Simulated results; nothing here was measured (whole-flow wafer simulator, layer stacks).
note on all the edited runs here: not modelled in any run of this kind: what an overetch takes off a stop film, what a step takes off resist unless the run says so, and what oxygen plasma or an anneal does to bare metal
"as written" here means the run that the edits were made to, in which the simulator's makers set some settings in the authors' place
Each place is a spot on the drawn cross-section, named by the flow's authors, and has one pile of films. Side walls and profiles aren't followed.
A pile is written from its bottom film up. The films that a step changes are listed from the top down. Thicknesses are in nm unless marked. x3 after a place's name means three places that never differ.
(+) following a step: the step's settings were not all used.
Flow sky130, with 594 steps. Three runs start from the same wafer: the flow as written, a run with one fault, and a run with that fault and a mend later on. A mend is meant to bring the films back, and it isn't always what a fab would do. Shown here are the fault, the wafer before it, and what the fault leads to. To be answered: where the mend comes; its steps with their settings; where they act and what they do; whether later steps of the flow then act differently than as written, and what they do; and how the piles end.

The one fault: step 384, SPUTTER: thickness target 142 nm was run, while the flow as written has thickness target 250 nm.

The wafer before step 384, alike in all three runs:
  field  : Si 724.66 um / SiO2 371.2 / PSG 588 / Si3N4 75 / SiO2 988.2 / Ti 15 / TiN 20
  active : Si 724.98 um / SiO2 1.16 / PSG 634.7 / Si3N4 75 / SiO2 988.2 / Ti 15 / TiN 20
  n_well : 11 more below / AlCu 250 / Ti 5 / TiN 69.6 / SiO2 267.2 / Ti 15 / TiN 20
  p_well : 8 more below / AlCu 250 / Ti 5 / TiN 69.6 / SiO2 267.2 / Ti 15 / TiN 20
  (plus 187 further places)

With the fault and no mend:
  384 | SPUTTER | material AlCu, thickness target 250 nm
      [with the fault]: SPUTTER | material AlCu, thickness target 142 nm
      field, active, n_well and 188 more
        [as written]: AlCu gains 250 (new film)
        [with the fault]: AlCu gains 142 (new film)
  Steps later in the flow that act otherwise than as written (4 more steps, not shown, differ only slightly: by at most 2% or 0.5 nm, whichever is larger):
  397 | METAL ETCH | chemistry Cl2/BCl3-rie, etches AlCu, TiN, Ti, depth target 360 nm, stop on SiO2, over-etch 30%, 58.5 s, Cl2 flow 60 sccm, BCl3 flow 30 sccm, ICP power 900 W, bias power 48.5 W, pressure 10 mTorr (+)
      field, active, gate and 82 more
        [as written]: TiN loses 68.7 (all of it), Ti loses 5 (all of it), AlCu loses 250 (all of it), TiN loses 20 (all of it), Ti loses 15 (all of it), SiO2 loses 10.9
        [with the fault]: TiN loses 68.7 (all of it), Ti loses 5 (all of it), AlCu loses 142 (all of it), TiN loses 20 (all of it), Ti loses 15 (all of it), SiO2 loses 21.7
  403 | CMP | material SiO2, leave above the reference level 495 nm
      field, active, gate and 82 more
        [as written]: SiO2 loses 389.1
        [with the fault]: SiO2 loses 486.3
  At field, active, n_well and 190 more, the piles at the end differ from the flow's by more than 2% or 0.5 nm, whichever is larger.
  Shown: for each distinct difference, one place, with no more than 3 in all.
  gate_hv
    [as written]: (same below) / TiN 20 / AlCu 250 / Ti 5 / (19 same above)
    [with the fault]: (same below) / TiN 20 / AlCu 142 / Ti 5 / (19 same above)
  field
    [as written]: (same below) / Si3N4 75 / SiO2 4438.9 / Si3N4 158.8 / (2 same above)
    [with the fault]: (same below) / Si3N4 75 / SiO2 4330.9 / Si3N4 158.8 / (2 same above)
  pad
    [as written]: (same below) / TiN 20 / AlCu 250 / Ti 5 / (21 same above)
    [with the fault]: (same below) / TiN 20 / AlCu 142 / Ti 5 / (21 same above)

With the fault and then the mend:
  The mend follows step 384.
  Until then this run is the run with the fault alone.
  384a | SPUTTER | material AlCu, thickness target 108 nm (the flow's step 384, run once more with other settings)
      field, active, n_well and 188 more
        AlCu gains 108
  Every later step of the flow that is run acts as written at every place that is followed.
  At every place that both follow, the piles at the end match the flow's.
